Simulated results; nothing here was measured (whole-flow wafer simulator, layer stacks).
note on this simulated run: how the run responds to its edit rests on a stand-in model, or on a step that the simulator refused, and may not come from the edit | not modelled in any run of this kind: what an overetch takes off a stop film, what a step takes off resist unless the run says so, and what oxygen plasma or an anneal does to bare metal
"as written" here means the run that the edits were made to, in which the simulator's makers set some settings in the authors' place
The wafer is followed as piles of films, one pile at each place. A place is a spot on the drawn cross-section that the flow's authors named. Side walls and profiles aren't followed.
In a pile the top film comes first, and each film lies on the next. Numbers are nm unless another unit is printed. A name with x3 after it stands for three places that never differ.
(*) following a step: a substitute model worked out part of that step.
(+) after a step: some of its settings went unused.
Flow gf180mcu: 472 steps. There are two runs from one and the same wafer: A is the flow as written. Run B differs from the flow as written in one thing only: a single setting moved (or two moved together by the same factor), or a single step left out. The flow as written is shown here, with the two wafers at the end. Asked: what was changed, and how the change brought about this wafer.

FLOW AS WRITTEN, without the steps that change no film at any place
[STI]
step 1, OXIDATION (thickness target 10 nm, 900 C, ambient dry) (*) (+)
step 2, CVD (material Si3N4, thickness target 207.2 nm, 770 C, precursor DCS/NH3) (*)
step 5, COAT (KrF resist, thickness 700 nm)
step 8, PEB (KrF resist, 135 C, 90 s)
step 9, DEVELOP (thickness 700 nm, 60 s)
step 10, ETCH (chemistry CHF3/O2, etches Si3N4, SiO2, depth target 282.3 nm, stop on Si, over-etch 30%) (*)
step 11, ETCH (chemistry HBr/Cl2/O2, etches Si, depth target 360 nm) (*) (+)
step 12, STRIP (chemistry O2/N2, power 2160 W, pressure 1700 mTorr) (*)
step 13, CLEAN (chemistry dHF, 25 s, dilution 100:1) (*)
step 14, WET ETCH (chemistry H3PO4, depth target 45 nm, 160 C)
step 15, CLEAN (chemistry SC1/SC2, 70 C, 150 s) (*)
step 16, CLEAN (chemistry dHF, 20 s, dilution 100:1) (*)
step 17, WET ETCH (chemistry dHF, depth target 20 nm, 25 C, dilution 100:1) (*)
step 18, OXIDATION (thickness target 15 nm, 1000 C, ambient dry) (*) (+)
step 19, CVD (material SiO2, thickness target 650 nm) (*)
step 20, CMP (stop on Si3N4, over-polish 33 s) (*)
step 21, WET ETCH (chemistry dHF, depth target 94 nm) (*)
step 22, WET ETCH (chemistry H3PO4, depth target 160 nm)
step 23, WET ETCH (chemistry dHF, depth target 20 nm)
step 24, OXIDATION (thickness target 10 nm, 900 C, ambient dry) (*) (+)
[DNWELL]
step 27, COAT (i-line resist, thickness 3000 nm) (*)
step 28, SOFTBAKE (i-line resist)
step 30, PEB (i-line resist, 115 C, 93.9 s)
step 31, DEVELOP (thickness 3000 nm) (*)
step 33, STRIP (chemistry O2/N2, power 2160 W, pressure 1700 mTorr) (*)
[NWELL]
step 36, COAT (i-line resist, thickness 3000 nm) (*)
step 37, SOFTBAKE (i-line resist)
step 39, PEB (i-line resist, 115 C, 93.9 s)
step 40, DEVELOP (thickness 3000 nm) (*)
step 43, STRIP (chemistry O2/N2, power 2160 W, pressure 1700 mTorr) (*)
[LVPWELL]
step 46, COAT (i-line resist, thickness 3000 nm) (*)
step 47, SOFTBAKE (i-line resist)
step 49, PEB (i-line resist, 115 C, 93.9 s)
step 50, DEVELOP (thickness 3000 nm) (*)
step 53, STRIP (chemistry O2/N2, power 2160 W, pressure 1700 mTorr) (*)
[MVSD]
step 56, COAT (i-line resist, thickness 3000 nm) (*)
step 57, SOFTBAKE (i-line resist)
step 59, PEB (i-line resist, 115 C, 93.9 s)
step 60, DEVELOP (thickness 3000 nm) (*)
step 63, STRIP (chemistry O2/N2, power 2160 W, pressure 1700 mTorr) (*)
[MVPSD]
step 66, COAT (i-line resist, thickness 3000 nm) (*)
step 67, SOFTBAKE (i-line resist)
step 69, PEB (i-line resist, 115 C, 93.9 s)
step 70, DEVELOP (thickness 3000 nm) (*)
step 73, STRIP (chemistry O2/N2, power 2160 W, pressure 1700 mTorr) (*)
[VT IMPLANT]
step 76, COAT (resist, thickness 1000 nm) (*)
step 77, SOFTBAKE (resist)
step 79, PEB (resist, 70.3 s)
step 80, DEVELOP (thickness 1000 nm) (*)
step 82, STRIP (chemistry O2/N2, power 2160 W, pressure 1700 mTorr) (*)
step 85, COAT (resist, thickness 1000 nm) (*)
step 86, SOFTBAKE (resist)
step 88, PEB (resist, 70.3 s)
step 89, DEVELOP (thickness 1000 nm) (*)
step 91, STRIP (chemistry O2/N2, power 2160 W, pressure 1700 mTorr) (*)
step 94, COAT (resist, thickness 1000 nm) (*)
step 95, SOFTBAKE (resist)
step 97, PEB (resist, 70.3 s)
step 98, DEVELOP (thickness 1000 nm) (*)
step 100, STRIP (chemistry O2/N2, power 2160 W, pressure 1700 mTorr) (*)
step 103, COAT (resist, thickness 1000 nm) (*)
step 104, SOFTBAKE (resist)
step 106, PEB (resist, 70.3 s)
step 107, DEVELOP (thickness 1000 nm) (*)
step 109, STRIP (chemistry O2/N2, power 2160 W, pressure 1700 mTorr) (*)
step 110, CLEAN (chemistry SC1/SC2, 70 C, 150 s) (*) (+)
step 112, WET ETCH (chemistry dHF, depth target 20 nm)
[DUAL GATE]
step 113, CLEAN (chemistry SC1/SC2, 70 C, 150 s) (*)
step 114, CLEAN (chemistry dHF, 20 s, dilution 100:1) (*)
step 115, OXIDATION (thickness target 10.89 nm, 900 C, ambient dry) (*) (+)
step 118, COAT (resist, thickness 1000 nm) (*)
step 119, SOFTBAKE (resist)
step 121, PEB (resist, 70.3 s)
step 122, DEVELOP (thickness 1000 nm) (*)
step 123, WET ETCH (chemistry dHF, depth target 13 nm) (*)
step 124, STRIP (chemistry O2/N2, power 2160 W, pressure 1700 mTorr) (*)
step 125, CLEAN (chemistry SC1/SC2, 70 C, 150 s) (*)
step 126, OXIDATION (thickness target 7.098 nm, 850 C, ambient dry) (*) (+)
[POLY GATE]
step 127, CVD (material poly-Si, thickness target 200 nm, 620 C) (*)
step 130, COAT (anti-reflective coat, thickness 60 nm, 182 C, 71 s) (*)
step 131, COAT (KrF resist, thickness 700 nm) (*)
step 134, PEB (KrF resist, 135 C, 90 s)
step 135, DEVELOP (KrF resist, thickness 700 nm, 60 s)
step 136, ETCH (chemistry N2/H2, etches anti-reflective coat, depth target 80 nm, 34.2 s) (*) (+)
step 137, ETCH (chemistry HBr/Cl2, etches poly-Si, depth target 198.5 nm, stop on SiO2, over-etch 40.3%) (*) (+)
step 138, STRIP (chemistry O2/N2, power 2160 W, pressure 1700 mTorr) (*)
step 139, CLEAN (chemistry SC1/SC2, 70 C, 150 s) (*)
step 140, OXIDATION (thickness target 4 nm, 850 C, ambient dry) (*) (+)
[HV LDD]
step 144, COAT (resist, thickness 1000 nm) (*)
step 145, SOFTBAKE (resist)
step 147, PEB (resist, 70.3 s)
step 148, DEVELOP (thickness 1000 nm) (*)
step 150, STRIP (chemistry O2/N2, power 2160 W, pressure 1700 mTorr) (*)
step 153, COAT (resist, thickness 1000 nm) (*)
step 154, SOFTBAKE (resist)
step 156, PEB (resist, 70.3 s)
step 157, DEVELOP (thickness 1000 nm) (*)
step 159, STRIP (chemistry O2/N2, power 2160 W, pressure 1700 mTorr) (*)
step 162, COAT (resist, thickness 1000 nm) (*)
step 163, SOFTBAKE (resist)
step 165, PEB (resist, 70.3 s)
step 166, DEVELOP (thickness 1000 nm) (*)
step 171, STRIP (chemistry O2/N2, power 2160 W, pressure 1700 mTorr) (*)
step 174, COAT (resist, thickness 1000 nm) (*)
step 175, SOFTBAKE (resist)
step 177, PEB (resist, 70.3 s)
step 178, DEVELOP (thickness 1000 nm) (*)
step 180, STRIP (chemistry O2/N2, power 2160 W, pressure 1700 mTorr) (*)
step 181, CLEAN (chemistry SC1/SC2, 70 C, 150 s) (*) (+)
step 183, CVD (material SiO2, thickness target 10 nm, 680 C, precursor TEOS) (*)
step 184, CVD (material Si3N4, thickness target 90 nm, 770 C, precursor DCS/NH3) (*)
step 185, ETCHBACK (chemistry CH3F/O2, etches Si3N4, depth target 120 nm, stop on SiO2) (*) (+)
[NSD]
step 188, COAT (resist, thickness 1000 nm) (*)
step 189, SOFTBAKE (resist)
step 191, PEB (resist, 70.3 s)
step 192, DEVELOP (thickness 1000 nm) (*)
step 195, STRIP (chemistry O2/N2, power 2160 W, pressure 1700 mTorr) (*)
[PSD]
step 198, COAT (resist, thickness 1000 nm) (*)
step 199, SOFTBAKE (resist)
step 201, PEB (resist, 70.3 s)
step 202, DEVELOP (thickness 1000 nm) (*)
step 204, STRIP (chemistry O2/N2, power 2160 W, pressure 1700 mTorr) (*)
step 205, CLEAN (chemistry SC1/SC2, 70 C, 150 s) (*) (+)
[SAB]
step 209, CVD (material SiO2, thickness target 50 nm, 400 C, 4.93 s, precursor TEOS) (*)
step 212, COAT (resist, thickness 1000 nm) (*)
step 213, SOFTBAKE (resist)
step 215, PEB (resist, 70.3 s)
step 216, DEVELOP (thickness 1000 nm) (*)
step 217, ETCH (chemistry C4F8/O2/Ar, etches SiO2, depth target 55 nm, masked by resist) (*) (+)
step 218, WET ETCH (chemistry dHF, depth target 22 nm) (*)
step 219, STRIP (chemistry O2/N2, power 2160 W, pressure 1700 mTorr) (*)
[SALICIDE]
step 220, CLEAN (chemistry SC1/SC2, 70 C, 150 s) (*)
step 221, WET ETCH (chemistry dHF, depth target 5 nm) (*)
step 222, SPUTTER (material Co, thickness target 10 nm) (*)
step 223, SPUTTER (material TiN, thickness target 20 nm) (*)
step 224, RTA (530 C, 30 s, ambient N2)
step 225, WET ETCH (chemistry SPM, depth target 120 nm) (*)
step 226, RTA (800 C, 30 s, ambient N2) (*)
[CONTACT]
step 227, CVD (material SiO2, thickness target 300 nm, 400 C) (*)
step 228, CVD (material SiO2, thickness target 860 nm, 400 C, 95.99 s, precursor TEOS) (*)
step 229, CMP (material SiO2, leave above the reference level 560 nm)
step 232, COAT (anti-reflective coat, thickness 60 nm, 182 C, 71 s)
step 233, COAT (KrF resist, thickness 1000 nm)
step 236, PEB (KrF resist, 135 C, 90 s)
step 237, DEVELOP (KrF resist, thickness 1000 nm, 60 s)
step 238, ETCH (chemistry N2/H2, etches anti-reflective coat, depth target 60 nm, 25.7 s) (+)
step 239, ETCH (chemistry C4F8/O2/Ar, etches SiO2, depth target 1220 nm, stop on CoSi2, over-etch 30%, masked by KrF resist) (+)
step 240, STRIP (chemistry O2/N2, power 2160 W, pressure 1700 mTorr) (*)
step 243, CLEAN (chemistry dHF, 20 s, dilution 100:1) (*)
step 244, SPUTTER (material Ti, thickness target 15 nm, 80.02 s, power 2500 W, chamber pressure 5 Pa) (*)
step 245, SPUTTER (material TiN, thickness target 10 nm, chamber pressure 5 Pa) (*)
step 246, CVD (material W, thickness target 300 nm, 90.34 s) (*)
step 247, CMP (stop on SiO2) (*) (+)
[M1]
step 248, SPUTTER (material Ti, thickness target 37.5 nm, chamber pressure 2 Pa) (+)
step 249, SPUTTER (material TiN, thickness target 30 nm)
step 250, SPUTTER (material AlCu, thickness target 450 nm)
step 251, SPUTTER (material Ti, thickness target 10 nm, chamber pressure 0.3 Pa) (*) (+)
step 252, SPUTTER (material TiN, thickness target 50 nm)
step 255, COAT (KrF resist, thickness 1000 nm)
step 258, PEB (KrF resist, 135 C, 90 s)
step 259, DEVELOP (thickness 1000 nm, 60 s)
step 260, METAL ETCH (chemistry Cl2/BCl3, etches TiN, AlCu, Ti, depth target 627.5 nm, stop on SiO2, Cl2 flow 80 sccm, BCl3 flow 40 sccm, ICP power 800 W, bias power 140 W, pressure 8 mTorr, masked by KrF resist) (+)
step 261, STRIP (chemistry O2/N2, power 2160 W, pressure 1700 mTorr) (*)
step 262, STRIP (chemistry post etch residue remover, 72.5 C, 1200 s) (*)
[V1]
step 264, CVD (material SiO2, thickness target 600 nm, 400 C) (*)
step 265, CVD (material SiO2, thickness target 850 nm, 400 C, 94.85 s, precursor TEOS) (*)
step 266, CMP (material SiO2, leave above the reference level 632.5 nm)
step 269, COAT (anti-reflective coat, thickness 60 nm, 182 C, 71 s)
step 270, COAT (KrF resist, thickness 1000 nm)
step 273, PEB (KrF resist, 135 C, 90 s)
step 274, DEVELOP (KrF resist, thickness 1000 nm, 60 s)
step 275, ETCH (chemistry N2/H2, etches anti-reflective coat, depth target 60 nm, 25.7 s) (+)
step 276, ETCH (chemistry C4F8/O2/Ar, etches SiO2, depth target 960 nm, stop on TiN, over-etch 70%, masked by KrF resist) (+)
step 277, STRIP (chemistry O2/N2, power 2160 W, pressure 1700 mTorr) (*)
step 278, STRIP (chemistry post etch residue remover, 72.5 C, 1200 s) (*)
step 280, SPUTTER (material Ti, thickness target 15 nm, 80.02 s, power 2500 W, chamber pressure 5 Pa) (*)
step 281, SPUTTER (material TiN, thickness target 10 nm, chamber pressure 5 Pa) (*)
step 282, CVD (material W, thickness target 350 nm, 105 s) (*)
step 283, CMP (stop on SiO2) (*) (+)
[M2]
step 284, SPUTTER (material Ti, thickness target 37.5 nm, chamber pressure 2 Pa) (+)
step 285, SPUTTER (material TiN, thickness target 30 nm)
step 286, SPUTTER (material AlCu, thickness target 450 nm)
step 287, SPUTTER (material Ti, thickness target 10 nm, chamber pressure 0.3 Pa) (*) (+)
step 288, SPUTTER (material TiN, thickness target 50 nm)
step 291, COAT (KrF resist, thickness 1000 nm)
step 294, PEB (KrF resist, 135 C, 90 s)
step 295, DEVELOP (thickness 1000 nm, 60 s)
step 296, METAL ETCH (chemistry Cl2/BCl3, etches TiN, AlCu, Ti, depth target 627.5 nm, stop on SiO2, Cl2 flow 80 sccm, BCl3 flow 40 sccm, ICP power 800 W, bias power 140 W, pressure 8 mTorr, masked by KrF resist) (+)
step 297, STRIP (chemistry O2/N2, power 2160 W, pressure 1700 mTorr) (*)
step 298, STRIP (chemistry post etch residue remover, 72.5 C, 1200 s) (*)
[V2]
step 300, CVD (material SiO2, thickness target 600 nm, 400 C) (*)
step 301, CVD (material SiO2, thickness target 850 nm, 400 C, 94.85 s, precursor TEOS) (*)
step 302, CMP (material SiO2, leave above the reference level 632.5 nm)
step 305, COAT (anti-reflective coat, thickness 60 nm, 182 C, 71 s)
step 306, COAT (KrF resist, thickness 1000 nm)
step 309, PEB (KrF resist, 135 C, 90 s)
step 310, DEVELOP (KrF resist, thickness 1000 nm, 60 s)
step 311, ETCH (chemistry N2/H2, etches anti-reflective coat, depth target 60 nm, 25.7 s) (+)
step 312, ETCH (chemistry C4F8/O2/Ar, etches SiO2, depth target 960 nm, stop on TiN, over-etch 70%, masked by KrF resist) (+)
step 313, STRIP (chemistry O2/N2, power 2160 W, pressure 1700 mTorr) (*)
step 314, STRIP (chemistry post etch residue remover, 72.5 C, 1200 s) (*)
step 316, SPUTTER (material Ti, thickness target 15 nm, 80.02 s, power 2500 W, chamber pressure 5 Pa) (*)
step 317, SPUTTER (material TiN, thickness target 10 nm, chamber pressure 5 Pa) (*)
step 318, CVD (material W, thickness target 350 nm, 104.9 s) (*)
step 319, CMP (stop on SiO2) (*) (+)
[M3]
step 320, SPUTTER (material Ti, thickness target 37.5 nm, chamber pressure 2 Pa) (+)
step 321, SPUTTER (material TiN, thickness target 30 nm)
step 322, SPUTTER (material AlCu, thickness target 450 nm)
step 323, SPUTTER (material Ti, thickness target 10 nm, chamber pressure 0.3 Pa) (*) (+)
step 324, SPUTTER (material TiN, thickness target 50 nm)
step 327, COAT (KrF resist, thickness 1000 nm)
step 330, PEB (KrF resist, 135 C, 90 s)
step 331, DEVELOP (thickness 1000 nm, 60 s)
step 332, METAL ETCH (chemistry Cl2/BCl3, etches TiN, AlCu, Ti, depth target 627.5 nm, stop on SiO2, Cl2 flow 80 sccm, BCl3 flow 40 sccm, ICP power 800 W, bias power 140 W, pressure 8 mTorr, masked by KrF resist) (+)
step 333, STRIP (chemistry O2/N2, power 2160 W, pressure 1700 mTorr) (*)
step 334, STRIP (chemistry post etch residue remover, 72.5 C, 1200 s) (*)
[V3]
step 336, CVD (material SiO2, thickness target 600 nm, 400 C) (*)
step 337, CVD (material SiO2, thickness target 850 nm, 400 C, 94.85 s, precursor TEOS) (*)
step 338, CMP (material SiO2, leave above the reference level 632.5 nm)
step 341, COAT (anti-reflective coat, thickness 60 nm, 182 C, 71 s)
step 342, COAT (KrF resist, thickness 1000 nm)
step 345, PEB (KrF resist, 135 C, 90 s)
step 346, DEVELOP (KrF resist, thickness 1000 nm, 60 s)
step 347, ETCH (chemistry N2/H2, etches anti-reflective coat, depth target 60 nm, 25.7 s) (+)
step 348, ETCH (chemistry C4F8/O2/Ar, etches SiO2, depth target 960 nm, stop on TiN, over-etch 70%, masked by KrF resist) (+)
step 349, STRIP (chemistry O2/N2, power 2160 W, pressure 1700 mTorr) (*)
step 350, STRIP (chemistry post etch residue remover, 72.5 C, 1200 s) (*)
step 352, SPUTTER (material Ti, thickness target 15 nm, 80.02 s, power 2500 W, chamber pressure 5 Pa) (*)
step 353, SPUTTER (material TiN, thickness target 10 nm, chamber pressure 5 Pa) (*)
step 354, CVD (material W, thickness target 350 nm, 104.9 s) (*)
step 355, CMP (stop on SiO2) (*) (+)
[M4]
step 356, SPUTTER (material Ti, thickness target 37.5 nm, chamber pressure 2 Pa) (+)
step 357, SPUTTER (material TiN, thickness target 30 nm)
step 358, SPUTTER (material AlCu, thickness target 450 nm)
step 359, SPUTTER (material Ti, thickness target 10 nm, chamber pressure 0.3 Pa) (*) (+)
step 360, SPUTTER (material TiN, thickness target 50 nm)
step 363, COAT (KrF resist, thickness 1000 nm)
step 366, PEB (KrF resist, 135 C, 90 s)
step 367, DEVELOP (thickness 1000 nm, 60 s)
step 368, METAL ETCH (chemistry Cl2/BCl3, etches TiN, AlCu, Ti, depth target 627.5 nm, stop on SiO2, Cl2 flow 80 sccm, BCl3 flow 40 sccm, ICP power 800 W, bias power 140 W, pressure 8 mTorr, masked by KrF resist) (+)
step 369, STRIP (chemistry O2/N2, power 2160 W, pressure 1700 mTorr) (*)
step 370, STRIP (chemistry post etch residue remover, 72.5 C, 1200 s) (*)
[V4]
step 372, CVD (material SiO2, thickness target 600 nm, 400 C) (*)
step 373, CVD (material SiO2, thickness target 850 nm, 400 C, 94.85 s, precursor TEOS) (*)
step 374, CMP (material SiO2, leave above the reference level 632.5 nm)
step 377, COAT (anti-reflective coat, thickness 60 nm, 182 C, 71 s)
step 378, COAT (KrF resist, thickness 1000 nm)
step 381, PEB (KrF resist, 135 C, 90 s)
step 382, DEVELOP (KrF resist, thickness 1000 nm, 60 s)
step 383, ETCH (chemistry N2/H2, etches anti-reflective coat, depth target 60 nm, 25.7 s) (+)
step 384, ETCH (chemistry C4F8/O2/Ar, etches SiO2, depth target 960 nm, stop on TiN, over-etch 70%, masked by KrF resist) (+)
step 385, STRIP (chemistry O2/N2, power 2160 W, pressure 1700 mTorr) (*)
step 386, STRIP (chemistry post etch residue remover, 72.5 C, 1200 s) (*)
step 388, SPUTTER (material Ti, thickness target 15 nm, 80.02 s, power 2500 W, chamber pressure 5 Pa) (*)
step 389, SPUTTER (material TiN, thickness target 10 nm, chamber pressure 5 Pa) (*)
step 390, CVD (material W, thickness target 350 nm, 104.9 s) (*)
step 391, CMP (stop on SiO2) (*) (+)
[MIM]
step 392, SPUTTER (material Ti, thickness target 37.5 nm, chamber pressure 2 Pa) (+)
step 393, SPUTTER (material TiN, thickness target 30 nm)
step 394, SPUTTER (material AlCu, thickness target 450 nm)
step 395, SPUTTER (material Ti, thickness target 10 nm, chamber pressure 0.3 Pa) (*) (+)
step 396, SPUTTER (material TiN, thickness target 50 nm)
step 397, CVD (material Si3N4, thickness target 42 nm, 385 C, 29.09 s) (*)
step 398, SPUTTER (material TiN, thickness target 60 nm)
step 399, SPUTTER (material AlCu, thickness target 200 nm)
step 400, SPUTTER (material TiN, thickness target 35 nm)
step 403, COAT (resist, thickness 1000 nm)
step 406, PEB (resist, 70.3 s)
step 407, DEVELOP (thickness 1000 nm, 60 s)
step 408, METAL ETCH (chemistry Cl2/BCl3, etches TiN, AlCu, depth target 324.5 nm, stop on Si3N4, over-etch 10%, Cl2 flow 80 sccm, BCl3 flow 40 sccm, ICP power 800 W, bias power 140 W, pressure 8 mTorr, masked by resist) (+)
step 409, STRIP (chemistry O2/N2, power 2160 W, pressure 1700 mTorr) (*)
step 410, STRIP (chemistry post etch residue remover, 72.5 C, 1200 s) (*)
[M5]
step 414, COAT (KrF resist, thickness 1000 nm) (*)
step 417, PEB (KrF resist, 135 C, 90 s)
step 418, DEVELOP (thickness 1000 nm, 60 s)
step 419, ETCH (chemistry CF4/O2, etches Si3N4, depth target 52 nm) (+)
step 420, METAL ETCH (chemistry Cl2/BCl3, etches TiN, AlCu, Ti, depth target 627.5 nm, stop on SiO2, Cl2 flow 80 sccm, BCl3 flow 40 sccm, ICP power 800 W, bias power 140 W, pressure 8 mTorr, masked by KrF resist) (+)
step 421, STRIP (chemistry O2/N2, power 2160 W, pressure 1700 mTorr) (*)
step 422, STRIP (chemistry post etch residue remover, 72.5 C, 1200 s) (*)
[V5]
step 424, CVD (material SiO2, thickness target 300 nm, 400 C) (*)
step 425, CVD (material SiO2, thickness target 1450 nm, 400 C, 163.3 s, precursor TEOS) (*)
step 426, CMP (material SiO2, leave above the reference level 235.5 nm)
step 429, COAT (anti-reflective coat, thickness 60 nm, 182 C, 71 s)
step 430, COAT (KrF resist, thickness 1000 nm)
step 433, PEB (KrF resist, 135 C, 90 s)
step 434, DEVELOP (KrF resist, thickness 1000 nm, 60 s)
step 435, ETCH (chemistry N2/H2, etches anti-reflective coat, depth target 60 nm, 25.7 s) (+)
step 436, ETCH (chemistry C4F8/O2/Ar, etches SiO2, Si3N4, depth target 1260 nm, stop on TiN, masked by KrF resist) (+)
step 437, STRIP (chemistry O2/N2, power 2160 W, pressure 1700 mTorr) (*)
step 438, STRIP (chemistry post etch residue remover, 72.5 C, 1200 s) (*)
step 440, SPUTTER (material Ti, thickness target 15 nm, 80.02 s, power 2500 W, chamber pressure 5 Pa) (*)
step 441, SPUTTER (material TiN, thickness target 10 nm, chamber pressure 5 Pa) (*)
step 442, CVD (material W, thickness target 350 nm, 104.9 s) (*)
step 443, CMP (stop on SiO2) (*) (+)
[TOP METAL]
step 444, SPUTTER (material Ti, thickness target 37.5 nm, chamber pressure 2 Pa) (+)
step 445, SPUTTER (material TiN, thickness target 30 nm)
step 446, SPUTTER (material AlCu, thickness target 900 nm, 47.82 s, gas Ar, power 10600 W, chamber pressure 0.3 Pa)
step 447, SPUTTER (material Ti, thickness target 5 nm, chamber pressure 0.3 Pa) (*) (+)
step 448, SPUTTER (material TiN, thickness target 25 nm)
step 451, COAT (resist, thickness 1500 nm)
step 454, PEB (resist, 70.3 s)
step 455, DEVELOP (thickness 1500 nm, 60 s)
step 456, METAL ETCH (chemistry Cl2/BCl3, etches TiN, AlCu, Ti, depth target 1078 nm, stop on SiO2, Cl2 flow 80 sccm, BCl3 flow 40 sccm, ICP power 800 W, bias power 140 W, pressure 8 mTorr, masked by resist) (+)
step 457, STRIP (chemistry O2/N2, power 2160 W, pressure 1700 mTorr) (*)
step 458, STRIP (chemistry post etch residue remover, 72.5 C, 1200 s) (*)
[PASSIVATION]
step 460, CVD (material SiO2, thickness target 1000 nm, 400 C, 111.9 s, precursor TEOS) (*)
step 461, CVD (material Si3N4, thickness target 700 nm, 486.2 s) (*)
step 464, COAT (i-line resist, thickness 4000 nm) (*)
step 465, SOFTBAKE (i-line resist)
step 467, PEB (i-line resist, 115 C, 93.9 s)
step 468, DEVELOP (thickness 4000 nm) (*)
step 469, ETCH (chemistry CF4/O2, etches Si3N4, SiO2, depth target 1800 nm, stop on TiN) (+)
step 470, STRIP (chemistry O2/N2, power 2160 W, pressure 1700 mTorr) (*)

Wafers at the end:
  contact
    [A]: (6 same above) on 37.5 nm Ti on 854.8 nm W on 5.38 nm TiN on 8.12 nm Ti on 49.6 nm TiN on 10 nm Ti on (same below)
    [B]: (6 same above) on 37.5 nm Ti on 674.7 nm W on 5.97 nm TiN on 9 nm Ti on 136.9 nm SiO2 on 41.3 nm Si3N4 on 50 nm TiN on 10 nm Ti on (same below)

Cause: step 436, ETCH: depth target 693 nm was run, whereas the flow has depth target 1260 nm.

How this came from the change, step by step:
  step 436, ETCH (chemistry C4F8/O2/Ar, etches SiO2, Si3N4, depth target 1260 nm, stop on TiN, masked by KrF resist) (+)
      contact: A SiO2 loses 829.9 (all of it), Si3N4 loses 41.3 (all of it) | B SiO2 loses 693
      field, field__w1, field__w2 and 108 more: A KrF resist loses 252 | B KrF resist loses 138.6
  step 437, STRIP (chemistry O2/N2, power 2160 W, pressure 1700 mTorr) (*)
      field, field__w1, field__w2 and 108 more: A KrF resist loses 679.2 (all of it), anti-reflective coat loses 60 (all of it) | B KrF resist loses 792.6 (all of it), anti-reflective coat loses 60 (all of it)
  step 440, SPUTTER (material Ti, thickness target 15 nm, 80.02 s, power 2500 W, chamber pressure 5 Pa) (*)
      contact: A Ti gains 8.12 (new film) | B Ti gains 9 (new film)
  step 441, SPUTTER (material TiN, thickness target 10 nm, chamber pressure 5 Pa) (*)
      contact: A TiN gains 5.38 (new film) | B TiN gains 5.97 (new film)
  step 442, CVD (material W, thickness target 350 nm, 104.9 s) (*)
      contact: A W gains 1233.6 (new film) | B W gains 1053.5 (new film)
Taking metal films that touch as one body, contact has 2 bodies (between them, from the top down: SiO2 136.9 / Si3N4 41.3); the flow as written gives 1 body.
